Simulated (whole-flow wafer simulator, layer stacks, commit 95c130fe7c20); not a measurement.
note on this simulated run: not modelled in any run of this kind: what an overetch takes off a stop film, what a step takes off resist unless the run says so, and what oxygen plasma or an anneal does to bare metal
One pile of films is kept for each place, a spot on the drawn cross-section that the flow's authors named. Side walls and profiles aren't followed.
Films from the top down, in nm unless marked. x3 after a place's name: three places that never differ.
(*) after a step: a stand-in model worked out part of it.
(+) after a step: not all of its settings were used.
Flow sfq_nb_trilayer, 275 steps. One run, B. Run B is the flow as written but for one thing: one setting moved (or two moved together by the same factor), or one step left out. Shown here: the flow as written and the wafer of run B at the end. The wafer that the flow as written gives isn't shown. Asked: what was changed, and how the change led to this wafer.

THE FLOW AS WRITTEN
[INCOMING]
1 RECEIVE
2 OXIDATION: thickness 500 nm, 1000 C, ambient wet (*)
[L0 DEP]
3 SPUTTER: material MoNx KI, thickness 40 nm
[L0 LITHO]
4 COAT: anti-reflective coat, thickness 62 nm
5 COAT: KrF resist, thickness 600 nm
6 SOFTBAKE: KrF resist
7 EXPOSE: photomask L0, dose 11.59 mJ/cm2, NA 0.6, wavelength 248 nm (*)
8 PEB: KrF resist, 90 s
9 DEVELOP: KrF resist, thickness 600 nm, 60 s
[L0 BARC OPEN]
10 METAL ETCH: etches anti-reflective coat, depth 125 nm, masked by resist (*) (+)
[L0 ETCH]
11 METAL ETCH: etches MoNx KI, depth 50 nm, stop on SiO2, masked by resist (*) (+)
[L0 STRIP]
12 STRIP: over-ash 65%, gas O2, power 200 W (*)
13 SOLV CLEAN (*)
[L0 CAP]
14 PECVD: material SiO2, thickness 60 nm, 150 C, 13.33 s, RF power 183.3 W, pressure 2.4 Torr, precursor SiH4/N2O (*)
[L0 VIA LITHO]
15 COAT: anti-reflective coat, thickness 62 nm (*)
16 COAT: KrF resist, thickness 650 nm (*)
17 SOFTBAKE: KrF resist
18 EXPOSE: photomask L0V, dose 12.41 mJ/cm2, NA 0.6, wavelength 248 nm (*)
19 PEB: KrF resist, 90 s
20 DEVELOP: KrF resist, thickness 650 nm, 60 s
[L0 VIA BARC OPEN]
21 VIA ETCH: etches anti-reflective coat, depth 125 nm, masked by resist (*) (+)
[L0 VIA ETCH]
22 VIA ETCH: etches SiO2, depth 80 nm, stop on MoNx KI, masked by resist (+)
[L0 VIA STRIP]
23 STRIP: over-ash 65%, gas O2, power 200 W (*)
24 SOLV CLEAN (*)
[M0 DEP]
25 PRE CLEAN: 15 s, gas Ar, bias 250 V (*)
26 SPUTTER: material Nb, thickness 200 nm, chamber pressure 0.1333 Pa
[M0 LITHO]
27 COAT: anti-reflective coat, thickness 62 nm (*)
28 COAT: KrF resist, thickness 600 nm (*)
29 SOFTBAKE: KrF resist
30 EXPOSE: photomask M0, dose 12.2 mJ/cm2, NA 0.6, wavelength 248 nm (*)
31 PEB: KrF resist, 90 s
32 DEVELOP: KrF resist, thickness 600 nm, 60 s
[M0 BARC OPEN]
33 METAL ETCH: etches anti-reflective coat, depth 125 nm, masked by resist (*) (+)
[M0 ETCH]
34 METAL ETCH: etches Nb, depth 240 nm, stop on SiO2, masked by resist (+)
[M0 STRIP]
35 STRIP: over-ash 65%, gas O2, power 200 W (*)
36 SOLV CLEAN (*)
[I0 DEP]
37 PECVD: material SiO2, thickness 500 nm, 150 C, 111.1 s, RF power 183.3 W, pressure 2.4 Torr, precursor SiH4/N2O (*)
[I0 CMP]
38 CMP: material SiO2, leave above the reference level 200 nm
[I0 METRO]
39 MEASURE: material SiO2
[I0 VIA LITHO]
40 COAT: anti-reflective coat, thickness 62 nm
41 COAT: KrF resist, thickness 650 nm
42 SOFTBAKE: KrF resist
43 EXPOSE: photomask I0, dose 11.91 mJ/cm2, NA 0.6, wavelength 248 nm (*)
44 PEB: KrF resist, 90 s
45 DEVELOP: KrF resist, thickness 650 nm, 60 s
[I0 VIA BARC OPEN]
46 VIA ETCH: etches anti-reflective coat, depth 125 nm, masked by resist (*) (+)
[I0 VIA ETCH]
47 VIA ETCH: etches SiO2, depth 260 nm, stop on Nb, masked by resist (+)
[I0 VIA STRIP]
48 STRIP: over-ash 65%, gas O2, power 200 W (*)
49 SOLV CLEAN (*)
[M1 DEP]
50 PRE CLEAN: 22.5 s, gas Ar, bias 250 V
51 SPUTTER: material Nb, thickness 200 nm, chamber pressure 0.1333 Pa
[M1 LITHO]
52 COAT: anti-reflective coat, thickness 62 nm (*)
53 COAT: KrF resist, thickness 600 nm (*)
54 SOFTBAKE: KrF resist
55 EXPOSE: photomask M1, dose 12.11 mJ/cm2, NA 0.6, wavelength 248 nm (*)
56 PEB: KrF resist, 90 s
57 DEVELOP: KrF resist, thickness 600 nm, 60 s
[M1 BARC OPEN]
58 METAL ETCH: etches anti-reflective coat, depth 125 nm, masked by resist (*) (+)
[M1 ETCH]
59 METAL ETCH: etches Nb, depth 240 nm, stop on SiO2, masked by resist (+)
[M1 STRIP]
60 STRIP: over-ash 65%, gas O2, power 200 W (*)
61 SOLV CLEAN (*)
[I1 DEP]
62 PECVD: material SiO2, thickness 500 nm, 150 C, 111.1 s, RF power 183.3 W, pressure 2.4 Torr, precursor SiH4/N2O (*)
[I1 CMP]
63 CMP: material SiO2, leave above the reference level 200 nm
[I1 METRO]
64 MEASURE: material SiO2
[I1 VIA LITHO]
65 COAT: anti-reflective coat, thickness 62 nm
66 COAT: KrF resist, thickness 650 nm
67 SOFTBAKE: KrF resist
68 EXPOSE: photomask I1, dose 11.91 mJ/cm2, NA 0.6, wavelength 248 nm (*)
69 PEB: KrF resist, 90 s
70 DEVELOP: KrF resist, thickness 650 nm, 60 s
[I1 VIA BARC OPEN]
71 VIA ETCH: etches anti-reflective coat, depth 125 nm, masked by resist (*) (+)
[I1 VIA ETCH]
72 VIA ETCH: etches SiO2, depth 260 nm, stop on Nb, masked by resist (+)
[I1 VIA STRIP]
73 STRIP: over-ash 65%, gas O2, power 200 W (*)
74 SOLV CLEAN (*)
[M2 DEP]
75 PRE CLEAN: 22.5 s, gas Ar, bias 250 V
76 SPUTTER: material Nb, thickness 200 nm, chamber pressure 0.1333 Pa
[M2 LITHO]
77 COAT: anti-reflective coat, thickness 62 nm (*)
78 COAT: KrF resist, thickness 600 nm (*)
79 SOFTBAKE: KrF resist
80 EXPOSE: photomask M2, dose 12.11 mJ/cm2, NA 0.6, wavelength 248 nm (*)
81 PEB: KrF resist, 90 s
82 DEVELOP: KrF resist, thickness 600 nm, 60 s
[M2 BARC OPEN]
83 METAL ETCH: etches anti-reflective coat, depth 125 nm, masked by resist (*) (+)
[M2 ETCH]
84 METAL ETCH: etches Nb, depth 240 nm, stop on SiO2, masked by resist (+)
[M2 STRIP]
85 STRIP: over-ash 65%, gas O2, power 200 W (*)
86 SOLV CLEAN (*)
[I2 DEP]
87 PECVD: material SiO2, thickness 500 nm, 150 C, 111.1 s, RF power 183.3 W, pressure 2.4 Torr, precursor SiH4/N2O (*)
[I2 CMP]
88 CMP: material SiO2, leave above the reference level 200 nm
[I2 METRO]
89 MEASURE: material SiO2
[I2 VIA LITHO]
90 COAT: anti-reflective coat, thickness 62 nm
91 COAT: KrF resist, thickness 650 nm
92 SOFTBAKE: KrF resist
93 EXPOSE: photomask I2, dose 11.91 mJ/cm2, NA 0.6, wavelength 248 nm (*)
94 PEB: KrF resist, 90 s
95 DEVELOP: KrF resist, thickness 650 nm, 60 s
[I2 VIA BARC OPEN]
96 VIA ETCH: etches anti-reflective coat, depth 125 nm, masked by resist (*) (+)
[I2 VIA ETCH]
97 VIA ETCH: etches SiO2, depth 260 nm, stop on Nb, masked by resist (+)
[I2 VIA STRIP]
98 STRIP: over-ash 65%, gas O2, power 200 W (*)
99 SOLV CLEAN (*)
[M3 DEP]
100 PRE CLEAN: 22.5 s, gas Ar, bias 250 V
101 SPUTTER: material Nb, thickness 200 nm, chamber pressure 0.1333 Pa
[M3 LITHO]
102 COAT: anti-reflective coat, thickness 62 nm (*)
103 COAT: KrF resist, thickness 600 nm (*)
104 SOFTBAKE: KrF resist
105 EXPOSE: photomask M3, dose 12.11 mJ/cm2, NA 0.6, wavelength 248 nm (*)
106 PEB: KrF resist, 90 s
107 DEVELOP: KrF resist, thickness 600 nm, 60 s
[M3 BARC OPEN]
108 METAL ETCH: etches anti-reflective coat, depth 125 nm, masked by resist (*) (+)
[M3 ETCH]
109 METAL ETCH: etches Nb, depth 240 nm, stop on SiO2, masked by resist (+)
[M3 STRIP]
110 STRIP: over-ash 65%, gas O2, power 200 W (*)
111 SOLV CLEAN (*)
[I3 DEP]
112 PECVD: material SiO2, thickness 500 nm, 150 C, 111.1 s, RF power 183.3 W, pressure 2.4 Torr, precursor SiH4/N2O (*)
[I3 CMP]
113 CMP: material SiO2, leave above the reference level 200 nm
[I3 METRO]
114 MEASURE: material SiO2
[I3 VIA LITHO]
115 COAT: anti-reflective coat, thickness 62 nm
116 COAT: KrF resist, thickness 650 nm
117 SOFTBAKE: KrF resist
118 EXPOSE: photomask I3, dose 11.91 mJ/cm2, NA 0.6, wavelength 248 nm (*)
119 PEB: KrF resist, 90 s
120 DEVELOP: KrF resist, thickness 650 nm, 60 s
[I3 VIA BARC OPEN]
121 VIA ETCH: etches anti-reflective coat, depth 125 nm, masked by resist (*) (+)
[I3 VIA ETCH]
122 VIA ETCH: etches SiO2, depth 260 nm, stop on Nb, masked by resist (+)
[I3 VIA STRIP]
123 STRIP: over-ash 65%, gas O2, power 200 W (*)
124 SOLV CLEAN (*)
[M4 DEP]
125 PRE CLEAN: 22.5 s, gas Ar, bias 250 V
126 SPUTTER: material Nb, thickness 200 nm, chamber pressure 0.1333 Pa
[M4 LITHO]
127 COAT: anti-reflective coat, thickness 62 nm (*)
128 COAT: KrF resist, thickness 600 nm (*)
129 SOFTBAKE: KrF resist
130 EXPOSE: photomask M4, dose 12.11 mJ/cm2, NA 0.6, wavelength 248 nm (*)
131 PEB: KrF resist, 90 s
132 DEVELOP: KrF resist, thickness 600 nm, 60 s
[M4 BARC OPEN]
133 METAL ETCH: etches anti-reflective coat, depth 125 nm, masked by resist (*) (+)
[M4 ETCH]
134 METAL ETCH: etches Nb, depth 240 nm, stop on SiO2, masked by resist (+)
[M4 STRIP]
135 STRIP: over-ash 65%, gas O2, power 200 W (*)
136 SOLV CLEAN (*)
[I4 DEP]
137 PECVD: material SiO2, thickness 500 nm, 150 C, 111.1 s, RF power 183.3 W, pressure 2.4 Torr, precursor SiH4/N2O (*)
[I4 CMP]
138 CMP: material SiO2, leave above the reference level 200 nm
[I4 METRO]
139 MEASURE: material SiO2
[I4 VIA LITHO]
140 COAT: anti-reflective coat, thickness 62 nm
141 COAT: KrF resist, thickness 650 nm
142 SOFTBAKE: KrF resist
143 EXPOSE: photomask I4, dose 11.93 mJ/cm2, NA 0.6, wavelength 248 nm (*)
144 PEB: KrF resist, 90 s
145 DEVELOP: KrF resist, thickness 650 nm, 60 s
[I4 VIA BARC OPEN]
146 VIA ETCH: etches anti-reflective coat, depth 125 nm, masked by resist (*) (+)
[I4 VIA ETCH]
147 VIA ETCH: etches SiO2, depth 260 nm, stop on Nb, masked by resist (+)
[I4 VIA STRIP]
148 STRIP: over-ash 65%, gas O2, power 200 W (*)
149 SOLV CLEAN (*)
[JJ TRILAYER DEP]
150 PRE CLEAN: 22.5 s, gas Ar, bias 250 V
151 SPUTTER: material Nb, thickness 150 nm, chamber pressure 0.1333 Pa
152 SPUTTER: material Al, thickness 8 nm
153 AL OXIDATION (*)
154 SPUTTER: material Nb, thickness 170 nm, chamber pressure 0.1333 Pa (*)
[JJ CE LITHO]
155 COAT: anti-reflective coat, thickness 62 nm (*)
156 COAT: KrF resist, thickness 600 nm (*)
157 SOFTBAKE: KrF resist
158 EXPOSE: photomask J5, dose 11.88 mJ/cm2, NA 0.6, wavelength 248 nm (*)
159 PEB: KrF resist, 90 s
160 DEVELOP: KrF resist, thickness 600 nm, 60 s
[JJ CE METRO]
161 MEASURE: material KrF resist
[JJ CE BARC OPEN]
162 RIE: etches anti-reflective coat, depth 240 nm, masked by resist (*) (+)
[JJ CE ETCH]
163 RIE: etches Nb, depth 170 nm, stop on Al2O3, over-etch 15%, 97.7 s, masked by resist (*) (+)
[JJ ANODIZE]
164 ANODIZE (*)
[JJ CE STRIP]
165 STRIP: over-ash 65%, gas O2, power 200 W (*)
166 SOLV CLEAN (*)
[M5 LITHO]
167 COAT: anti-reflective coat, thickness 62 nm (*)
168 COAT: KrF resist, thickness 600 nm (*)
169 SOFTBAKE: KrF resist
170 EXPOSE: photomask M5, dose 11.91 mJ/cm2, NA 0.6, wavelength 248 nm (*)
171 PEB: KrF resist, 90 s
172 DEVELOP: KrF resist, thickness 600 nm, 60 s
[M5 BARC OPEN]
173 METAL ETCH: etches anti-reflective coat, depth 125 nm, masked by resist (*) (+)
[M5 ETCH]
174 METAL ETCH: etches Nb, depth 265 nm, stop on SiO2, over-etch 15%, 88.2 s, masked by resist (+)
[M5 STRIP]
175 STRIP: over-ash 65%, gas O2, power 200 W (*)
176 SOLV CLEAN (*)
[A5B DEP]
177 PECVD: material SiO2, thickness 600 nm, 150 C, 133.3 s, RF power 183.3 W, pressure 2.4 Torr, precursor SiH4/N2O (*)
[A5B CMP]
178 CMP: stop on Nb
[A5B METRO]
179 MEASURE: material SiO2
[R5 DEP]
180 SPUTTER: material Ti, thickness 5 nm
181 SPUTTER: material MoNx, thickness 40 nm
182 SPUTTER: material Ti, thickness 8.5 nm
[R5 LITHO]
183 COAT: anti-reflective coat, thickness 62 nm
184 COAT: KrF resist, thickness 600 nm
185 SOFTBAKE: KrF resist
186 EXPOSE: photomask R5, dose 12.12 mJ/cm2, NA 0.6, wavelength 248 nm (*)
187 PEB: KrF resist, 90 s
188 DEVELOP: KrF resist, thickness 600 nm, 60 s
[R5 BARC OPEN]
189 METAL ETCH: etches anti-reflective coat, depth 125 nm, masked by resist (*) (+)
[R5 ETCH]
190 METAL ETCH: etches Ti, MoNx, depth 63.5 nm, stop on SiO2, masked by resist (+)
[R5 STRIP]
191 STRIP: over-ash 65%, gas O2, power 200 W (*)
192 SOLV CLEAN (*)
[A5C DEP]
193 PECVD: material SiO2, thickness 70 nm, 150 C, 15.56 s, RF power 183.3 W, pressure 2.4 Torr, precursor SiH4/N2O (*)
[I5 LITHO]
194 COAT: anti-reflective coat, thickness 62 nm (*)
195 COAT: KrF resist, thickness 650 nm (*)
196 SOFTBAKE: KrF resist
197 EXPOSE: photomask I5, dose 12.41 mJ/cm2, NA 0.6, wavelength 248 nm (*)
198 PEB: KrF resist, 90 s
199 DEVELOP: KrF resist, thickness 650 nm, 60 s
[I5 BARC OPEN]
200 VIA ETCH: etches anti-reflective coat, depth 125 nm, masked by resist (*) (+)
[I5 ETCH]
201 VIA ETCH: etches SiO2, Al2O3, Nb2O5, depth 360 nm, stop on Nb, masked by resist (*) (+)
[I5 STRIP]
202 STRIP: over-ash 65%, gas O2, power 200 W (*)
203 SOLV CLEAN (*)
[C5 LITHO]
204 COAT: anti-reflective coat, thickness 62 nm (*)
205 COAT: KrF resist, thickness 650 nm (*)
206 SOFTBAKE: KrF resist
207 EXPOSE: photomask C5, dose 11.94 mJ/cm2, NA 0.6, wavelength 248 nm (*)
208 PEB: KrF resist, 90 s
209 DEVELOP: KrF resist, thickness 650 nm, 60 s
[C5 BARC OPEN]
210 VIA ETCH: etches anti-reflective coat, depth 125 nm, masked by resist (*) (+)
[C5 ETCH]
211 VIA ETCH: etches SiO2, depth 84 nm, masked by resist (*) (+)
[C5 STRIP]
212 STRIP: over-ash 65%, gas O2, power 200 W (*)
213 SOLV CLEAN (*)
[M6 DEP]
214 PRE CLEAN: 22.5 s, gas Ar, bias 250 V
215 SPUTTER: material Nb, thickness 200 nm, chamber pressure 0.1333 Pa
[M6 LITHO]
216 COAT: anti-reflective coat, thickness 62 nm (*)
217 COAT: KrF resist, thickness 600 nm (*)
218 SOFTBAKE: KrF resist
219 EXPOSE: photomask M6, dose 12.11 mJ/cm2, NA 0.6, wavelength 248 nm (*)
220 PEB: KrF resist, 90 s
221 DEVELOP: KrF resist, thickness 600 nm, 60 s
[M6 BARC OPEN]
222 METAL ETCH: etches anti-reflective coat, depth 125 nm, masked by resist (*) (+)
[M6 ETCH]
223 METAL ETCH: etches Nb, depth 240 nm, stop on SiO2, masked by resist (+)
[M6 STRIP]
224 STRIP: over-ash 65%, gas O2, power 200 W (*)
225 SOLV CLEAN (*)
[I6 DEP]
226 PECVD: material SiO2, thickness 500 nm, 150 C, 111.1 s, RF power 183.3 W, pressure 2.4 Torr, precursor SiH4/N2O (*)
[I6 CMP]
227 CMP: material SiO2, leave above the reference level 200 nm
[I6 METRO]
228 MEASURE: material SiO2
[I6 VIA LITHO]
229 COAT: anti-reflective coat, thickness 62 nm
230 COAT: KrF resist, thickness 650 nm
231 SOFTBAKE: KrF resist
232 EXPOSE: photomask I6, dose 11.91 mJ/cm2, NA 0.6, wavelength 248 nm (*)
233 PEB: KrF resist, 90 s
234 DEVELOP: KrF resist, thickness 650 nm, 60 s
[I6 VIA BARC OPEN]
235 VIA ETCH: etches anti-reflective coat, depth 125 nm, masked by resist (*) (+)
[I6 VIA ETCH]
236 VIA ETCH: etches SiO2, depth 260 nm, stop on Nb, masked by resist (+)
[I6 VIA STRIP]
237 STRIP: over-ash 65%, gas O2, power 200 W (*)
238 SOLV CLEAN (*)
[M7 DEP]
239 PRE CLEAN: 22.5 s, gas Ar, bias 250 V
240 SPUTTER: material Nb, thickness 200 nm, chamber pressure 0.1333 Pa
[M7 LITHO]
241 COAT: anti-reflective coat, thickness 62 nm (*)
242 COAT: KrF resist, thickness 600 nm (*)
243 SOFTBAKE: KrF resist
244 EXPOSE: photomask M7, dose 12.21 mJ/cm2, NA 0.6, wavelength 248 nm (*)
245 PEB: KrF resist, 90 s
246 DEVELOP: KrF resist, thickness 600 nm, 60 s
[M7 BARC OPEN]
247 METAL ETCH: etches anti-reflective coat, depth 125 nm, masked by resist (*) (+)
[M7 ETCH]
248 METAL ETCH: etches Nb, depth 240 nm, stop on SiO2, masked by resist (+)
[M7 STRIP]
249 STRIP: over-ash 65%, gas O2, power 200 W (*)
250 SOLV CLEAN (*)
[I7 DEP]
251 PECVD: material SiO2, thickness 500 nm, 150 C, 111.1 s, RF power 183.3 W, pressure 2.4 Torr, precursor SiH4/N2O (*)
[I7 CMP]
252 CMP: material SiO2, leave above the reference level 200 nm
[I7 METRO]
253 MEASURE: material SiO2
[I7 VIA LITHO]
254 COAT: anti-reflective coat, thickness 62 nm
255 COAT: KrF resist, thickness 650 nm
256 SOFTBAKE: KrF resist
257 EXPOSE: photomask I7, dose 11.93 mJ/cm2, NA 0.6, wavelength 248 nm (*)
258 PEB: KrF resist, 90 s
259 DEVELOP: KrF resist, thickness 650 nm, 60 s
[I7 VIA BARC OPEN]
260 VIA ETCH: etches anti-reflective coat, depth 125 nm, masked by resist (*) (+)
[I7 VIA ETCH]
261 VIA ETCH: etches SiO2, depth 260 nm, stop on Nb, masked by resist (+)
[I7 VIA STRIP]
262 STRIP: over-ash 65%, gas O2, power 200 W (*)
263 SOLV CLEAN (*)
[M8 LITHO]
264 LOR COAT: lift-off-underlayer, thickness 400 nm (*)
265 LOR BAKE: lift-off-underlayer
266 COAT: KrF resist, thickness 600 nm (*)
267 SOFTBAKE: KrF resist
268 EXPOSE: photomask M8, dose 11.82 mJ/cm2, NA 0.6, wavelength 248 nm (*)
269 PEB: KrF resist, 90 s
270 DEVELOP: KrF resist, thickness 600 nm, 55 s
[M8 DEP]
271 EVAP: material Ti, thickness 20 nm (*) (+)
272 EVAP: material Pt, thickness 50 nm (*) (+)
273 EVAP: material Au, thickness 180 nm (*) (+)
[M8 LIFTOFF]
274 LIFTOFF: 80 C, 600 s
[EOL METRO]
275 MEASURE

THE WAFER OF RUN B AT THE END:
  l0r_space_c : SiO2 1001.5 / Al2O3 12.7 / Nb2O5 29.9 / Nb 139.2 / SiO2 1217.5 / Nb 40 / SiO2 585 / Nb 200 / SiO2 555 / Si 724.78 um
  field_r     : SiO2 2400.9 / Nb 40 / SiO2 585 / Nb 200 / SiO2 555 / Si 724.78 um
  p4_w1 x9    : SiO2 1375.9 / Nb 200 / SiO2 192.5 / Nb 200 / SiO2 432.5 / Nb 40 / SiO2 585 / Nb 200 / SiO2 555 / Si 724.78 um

The cause: step 76, SPUTTER: thickness 280 nm was run, where the flow has thickness 200 nm.

How the change led to this, step by step:
  76 SPUTTER: material Nb, thickness 200 nm, chamber pressure 0.1333 Pa
      field_l, v_sur, via_wl and 102 more: Nb +280 (new film) (as written it would be: Nb +200 (new film))
      via_v: Nb +245.5 (as written it would be: Nb +174.5)
  84 METAL ETCH: etches Nb, depth 240 nm, stop on SiO2, masked by resist (+)
      field_l, be, be_sur and 81 more: Nb -240 (as written it would be: Nb -200 (all of it))
  87 PECVD: material SiO2, thickness 500 nm, 150 C, 111.1 s, RF power 183.3 W, pressure 2.4 Torr, precursor SiH4/N2O (*)
      field_l, be, be_sur and 81 more: SiO2 +500 (new film) (as written it would be: SiO2 +500)
      via_v: SiO2 +590.6 (new film) (as written it would be: SiO2 +606 (new film))
  88 CMP: material SiO2, leave above the reference level 200 nm
      field_l, be, be_sur and 81 more: SiO2 -60 (as written it would be: SiO2 -100)
      via_v: SiO2 -157.1 (as written it would be: SiO2 -181.6)
Counting metal films that touch as one body, l0r_space_c has 3 bodies (between them, from the top down: SiO2 1217.5; SiO2 585); the flow as written gives 2 bodies (between them, from the top down: SiO2 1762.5).
Counting metal films that touch as one body, field_r has 2 bodies (between them, from the top down: SiO2 585); the flow as written gives 1 body.
Counting metal films that touch as one body, p4_w1 x9 has 4 bodies (between them, from the top down: SiO2 192.5; SiO2 432.5; SiO2 585); the flow as written gives 3 bodies (between them, from the top down: SiO2 192.5; SiO2 977.5).
